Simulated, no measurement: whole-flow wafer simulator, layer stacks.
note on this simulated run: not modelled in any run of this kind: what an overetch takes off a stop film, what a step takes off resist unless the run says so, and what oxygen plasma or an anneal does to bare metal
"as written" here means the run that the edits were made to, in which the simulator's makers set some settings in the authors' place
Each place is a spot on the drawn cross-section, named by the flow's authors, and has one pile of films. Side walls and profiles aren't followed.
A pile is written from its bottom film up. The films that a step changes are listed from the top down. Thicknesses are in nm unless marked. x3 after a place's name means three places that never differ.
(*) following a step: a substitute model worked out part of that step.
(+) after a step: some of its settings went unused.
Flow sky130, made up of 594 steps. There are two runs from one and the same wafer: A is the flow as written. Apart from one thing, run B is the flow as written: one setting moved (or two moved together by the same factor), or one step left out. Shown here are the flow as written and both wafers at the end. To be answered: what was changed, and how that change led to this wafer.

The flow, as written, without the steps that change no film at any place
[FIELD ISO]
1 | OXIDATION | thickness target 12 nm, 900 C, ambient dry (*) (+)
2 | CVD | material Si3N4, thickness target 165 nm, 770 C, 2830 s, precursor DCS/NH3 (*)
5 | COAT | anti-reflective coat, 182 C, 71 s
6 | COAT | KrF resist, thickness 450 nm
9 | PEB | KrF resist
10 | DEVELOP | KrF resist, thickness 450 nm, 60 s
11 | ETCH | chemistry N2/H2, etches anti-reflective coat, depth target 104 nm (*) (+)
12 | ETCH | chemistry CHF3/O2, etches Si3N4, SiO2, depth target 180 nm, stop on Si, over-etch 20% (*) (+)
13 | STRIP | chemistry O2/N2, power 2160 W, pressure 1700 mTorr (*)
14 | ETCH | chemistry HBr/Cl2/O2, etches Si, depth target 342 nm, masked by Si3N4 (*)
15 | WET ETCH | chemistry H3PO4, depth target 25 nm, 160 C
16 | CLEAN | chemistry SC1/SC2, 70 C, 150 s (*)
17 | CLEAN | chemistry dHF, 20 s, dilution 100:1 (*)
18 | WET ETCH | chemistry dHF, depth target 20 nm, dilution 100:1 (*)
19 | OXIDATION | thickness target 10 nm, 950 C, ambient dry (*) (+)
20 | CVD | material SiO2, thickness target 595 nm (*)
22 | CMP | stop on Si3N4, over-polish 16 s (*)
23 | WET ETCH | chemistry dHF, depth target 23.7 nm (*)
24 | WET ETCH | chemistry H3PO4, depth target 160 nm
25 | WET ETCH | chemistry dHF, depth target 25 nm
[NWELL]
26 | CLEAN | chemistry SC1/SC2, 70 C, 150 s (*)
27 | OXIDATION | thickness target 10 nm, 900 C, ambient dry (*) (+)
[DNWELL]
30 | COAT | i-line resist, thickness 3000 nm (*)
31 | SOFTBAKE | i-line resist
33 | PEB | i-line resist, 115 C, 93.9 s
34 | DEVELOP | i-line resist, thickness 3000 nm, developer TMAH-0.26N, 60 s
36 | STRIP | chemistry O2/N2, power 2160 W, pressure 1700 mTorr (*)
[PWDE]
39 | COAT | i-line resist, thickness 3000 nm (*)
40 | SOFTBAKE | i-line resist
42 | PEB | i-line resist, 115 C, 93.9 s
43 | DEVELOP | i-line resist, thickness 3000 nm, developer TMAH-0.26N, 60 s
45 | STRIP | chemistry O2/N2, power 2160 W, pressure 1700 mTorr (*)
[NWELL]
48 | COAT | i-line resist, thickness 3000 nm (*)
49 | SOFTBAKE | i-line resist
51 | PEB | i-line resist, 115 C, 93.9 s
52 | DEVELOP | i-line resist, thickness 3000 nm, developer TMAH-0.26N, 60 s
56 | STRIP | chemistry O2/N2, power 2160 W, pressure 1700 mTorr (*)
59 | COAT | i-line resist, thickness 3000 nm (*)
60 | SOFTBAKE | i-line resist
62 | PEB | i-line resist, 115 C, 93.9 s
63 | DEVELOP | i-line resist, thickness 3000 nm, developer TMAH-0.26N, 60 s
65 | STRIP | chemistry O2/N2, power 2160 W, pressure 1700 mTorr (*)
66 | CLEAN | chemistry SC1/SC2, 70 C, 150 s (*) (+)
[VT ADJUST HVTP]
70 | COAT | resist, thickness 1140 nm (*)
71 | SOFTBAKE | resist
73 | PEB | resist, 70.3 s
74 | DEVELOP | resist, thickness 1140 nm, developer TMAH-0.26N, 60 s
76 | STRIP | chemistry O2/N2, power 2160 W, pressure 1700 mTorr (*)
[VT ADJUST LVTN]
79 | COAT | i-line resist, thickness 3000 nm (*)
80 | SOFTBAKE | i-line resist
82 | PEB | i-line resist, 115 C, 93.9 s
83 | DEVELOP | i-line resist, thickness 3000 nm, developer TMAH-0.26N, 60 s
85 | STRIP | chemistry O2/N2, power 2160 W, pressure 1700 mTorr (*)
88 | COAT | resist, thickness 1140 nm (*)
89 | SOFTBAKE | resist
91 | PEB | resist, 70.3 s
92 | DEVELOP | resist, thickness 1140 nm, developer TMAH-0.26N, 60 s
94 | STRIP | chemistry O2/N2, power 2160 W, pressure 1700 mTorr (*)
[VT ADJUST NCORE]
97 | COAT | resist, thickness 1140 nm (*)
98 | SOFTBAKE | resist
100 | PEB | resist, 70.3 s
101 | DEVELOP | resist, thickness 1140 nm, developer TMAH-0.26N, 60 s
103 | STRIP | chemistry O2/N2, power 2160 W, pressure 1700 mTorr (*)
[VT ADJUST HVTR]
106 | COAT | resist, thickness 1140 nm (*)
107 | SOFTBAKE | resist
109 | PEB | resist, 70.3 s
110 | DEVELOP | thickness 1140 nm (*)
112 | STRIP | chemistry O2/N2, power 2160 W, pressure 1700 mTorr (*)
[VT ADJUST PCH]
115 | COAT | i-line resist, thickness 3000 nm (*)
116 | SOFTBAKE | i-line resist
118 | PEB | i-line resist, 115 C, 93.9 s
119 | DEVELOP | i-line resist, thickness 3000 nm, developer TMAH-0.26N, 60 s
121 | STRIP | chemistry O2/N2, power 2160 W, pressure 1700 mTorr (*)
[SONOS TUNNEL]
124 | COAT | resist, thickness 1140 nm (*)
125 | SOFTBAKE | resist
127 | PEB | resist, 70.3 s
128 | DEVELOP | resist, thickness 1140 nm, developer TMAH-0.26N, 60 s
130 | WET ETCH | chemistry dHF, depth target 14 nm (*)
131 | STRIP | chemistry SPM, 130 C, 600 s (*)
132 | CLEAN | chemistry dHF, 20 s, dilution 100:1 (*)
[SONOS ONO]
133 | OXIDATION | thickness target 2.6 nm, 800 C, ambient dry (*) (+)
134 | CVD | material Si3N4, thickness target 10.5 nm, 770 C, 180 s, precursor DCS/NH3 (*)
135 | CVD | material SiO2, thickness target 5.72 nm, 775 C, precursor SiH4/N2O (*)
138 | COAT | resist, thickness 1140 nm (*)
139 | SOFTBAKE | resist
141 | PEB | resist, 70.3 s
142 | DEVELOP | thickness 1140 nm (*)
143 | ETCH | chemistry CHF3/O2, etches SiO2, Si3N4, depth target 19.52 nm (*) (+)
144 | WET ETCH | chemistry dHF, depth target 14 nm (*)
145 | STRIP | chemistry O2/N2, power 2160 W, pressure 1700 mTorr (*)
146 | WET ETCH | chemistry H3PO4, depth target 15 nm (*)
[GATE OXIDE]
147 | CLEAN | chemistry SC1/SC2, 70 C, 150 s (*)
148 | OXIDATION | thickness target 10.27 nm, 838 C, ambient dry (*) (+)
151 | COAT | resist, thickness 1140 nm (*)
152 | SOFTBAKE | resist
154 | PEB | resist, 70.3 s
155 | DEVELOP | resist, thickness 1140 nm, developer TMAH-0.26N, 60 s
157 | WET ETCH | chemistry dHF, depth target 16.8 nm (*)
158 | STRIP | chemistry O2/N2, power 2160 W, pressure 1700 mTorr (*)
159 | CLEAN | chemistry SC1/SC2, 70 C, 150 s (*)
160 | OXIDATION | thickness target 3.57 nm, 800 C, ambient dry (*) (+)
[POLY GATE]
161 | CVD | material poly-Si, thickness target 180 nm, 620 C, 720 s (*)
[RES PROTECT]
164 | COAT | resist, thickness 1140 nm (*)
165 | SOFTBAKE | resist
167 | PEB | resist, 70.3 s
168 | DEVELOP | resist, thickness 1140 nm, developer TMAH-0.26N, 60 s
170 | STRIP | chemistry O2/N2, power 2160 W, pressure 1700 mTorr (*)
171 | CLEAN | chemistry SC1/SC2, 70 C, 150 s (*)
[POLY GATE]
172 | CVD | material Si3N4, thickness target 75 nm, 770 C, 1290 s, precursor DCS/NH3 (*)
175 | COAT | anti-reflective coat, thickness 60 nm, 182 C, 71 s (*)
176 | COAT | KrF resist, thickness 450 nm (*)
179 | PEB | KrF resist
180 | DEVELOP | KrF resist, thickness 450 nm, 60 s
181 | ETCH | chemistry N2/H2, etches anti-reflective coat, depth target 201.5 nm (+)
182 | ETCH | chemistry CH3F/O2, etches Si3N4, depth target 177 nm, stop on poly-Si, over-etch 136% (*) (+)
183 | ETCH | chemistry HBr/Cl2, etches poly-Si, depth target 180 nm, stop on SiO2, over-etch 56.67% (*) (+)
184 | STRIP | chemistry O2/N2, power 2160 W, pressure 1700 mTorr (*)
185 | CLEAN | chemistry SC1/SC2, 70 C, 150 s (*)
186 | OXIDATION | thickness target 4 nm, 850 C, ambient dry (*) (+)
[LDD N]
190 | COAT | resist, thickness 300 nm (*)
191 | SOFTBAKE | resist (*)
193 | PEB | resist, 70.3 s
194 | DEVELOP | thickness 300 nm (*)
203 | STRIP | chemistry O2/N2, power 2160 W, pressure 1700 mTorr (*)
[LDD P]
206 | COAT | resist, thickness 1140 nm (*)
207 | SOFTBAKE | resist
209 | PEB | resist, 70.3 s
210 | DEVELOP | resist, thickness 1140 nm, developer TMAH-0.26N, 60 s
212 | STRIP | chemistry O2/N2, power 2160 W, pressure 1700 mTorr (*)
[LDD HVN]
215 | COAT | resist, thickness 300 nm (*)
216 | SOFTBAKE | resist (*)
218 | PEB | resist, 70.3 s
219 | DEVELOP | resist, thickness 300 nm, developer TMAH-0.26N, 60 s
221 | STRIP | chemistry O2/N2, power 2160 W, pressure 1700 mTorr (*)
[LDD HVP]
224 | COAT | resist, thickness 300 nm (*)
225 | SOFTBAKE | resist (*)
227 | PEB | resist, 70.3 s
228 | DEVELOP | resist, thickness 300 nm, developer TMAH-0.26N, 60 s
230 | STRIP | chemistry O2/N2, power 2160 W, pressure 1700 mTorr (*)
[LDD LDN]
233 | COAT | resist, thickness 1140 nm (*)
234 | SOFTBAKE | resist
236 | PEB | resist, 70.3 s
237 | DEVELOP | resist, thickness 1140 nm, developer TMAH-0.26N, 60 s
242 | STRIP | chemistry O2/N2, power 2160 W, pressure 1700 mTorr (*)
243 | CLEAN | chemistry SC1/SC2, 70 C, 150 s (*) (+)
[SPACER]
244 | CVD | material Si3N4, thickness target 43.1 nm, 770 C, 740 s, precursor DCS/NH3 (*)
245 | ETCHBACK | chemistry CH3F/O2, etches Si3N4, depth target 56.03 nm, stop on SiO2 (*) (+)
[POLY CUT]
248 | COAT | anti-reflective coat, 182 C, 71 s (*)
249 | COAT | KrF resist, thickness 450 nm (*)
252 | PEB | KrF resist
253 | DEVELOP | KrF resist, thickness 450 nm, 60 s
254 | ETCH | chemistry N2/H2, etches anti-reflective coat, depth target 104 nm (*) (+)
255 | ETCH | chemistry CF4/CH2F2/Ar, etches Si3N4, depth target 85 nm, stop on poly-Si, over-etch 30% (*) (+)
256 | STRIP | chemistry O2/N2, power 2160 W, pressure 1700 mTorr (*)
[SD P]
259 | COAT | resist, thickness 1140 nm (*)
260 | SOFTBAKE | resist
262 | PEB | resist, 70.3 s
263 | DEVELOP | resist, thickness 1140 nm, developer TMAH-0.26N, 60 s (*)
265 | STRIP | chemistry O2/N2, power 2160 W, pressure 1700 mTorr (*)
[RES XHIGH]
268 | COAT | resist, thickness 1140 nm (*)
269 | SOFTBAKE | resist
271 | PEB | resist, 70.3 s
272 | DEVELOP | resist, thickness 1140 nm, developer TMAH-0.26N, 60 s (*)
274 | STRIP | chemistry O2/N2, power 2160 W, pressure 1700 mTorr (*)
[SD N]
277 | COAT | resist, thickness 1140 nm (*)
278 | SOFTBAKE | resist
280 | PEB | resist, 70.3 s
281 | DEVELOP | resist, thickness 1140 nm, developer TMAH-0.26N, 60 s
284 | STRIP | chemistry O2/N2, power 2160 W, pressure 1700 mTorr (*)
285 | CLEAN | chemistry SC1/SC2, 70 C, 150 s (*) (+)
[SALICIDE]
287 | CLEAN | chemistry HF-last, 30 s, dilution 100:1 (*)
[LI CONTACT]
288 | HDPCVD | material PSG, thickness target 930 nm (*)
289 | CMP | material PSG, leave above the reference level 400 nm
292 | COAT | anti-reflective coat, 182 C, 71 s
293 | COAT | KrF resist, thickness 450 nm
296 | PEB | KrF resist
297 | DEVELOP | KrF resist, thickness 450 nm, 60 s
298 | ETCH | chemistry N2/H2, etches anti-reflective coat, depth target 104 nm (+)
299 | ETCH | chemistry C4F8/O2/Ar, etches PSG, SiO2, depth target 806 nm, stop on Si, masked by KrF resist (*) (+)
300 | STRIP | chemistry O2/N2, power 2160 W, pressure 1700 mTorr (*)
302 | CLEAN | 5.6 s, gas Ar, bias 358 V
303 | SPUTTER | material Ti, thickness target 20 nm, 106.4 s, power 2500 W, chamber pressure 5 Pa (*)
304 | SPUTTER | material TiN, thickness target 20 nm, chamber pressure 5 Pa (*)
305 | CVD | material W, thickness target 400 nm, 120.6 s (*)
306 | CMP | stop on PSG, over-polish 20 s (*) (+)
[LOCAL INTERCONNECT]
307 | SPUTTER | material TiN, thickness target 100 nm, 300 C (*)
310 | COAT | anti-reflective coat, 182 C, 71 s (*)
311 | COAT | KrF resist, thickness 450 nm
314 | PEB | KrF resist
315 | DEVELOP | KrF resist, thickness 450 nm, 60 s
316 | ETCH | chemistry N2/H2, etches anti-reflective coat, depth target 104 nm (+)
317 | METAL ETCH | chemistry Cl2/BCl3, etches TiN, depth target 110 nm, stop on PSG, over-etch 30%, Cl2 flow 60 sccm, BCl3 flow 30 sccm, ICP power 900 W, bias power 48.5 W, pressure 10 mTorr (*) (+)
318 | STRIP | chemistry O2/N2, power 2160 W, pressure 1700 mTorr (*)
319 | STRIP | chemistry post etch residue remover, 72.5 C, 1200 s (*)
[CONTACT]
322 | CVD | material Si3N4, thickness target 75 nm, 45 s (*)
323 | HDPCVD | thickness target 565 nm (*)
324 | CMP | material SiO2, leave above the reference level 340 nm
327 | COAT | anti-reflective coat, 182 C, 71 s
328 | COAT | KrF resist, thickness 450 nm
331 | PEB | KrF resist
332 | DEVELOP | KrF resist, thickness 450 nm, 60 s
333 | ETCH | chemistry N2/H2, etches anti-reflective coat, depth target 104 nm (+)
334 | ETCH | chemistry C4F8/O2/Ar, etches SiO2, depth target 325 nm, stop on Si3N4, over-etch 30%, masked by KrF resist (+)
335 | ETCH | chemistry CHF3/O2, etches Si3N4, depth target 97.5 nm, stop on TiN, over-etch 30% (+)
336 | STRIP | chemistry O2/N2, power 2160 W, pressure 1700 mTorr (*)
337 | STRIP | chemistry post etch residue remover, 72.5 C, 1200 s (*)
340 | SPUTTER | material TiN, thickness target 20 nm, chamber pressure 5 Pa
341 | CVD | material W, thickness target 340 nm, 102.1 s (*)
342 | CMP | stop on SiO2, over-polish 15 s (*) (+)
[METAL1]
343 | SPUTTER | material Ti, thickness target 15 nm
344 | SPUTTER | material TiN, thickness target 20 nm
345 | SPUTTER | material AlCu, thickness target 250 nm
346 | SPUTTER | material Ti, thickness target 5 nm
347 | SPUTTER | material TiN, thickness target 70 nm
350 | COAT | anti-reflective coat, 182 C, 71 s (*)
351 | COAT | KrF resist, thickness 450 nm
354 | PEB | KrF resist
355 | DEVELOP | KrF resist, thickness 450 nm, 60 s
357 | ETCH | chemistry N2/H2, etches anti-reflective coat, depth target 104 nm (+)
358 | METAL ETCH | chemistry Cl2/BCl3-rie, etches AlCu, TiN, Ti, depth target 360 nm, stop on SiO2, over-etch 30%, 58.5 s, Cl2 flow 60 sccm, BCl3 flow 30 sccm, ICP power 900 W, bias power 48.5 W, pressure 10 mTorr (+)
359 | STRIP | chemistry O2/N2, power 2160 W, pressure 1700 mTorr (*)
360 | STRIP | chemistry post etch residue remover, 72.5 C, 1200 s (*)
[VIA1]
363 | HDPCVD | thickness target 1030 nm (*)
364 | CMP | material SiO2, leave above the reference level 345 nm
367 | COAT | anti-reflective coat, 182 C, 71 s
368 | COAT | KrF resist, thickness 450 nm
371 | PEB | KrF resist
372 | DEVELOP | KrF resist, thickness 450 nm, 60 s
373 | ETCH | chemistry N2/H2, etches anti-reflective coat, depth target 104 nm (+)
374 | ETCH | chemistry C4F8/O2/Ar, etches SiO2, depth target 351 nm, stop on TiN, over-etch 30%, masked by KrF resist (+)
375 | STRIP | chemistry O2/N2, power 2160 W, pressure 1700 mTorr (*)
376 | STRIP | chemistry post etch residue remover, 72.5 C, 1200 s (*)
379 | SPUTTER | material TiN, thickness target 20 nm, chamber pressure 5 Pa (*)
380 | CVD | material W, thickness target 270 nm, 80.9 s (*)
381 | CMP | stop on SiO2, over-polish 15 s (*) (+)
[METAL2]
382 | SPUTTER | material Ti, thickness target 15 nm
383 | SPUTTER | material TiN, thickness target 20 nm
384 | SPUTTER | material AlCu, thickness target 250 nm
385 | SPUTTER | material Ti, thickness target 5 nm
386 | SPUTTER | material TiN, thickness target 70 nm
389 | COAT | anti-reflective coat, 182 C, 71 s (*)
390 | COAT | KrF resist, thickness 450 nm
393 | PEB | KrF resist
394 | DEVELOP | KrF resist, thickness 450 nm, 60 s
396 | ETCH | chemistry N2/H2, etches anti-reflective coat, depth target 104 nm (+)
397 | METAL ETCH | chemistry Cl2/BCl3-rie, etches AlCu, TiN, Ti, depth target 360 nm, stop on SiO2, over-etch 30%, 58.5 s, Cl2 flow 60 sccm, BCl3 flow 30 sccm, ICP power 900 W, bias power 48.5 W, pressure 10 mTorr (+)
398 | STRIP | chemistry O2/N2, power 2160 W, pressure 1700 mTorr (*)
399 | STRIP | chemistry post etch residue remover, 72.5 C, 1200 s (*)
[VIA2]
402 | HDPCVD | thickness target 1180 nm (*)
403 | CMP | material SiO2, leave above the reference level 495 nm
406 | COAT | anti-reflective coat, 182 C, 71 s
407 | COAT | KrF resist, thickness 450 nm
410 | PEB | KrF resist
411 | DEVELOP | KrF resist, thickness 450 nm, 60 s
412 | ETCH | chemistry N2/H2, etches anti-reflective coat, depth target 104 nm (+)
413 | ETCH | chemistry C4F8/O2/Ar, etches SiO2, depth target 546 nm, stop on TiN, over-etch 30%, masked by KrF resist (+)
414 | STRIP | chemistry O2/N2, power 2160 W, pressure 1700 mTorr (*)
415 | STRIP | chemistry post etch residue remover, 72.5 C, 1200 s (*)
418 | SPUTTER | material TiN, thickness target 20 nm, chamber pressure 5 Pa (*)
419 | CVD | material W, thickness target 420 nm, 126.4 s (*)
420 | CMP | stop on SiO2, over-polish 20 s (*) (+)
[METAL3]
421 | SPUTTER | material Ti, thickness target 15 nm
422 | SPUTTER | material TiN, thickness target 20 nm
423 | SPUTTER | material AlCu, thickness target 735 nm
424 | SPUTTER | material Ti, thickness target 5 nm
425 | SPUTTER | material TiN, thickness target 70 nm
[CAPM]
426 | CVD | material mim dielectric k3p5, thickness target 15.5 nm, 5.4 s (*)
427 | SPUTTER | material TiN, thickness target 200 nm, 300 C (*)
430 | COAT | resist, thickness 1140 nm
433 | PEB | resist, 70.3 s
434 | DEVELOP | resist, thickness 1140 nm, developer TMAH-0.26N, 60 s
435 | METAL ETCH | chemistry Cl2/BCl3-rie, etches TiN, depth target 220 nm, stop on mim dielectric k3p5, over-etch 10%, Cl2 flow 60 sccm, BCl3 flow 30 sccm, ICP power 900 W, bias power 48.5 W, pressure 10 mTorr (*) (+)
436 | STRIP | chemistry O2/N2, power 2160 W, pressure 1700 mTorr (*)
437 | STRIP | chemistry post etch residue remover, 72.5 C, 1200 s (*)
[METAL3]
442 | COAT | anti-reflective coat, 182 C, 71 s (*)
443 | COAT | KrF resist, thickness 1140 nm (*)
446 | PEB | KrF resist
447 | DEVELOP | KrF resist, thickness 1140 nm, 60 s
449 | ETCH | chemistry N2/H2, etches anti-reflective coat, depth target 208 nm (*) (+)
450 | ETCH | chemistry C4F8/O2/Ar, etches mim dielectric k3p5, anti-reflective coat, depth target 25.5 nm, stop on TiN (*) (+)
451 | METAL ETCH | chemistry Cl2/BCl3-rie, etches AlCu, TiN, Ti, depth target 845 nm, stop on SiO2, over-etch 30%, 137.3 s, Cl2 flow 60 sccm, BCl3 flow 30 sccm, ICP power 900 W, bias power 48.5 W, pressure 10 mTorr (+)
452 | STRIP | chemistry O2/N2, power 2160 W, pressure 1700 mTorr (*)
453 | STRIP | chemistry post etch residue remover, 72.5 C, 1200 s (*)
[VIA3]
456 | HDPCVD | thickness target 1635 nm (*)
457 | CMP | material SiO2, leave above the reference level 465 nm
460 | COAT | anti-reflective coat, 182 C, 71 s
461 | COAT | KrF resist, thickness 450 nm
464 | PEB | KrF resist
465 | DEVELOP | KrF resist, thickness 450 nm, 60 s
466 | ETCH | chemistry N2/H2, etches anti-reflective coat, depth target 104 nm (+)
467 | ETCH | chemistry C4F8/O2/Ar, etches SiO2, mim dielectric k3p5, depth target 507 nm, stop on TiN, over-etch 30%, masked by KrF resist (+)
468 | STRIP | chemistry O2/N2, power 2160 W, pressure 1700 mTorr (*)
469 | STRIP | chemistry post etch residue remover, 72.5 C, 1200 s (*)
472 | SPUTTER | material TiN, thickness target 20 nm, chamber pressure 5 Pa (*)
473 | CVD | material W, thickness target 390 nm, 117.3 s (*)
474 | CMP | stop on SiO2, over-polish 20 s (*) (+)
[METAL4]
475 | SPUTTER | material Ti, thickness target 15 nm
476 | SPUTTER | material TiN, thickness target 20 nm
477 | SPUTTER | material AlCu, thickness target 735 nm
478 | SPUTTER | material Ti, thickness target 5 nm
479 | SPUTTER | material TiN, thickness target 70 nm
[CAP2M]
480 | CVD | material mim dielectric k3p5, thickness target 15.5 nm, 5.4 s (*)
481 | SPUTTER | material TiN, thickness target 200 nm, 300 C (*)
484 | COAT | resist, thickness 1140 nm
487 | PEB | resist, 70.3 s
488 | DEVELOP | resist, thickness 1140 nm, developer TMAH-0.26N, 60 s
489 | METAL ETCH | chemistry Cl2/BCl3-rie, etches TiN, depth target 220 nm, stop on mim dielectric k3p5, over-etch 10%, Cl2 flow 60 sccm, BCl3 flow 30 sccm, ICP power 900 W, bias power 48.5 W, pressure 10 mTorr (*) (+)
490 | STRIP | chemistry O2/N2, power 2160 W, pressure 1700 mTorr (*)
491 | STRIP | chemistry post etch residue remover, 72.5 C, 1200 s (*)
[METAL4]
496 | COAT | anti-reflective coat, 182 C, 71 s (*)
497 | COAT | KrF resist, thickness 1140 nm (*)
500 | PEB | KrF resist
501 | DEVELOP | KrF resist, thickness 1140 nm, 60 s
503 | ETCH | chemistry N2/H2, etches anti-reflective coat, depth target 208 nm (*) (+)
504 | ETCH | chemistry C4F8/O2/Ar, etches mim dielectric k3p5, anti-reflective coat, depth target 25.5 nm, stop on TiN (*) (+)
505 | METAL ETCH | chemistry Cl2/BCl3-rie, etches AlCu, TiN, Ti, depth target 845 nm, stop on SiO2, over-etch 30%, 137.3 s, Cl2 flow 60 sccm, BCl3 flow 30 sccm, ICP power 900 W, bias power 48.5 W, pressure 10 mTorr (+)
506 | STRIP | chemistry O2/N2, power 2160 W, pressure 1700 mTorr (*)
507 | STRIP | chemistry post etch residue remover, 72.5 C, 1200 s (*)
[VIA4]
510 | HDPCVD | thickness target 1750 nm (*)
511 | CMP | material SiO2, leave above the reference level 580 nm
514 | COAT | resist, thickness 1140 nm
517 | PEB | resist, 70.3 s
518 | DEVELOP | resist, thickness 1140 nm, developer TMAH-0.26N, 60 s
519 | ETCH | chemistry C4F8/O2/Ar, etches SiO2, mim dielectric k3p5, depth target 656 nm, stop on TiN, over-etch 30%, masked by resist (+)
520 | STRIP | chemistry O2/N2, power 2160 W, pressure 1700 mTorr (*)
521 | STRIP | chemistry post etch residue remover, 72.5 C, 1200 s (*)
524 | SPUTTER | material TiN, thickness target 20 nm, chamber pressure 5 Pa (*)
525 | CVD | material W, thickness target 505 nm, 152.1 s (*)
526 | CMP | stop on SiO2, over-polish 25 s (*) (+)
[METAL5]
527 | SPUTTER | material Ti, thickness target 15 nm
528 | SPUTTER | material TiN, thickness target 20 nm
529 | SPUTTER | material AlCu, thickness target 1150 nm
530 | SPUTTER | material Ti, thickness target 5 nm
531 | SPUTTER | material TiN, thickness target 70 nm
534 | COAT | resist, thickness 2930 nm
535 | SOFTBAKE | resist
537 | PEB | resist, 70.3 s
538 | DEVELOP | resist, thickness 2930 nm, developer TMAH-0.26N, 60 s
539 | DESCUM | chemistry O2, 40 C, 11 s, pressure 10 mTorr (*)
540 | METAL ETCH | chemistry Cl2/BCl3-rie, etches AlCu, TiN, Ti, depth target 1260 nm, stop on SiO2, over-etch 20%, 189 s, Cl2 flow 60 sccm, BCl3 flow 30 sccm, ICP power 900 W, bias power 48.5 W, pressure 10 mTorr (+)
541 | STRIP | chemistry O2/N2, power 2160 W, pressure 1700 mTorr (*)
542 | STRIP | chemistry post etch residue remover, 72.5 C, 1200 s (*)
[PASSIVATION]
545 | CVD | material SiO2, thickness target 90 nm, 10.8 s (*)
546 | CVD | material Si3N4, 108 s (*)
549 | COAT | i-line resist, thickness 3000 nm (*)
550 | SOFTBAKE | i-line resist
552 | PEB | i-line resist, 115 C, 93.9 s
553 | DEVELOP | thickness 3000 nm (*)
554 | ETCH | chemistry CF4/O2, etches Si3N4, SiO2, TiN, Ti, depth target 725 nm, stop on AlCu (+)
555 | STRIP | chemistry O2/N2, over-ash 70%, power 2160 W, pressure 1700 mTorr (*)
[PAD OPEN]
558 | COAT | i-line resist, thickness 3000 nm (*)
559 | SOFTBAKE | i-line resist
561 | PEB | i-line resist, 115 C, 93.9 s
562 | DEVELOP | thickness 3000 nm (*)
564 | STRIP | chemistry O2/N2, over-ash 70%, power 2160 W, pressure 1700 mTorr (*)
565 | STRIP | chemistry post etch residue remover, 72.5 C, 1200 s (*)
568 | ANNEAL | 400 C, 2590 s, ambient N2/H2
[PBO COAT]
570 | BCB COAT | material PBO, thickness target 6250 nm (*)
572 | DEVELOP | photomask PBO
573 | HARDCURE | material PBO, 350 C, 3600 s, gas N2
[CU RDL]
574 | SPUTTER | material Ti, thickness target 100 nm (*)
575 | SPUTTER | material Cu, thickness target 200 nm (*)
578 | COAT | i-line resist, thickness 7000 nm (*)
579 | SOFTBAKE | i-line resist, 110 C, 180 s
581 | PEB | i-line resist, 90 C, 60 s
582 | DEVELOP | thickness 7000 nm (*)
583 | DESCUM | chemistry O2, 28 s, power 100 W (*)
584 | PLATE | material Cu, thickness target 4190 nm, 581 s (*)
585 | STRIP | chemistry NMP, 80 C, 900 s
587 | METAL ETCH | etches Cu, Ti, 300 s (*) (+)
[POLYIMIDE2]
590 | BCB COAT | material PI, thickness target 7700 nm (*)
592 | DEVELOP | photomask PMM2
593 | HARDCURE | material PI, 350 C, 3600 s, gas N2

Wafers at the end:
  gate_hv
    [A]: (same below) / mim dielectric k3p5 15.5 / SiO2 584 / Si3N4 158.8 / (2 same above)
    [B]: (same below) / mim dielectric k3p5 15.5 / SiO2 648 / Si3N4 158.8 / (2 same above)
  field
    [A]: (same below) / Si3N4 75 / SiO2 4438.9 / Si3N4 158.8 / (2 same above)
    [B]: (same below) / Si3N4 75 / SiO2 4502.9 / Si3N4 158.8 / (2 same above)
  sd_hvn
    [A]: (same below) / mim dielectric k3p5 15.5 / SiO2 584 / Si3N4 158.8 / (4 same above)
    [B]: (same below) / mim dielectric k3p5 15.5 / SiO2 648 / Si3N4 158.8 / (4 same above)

The reason: step 511, CMP: leave above the reference level 644 nm was run, though the flow has leave above the reference level 580 nm.

How this came from the change, step by step:
  511 | CMP | material SiO2, leave above the reference level 580 nm
      n_well, p_well, gate_hv and 99 more: A SiO2 loses 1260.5 | B SiO2 loses 1196.5
      field, active, gate and 77 more: A SiO2 loses 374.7 | B SiO2 loses 310.7
      (also at 11 further places)
  519 | ETCH | chemistry C4F8/O2/Ar, etches SiO2, mim dielectric k3p5, depth target 656 nm, stop on TiN, over-etch 30%, masked by resist (+)
      m1: A SiO2 loses 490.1 (all of it), mim dielectric k3p5 loses 15.5 (all of it) | B SiO2 loses 554.1 (all of it), mim dielectric k3p5 loses 15.5 (all of it)
      via4_hole: A SiO2 loses 489.5 (all of it), mim dielectric k3p5 loses 15.5 (all of it) | B SiO2 loses 553.5 (all of it), mim dielectric k3p5 loses 15.5 (all of it)
  525 | CVD | material W, thickness target 505 nm, 152.1 s (*)
      m1: A W gains 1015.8 (new film) | B W gains 1080.2 (new film)
      via4_hole: A W gains 1015.2 (new film) | B W gains 1079.6 (new film)
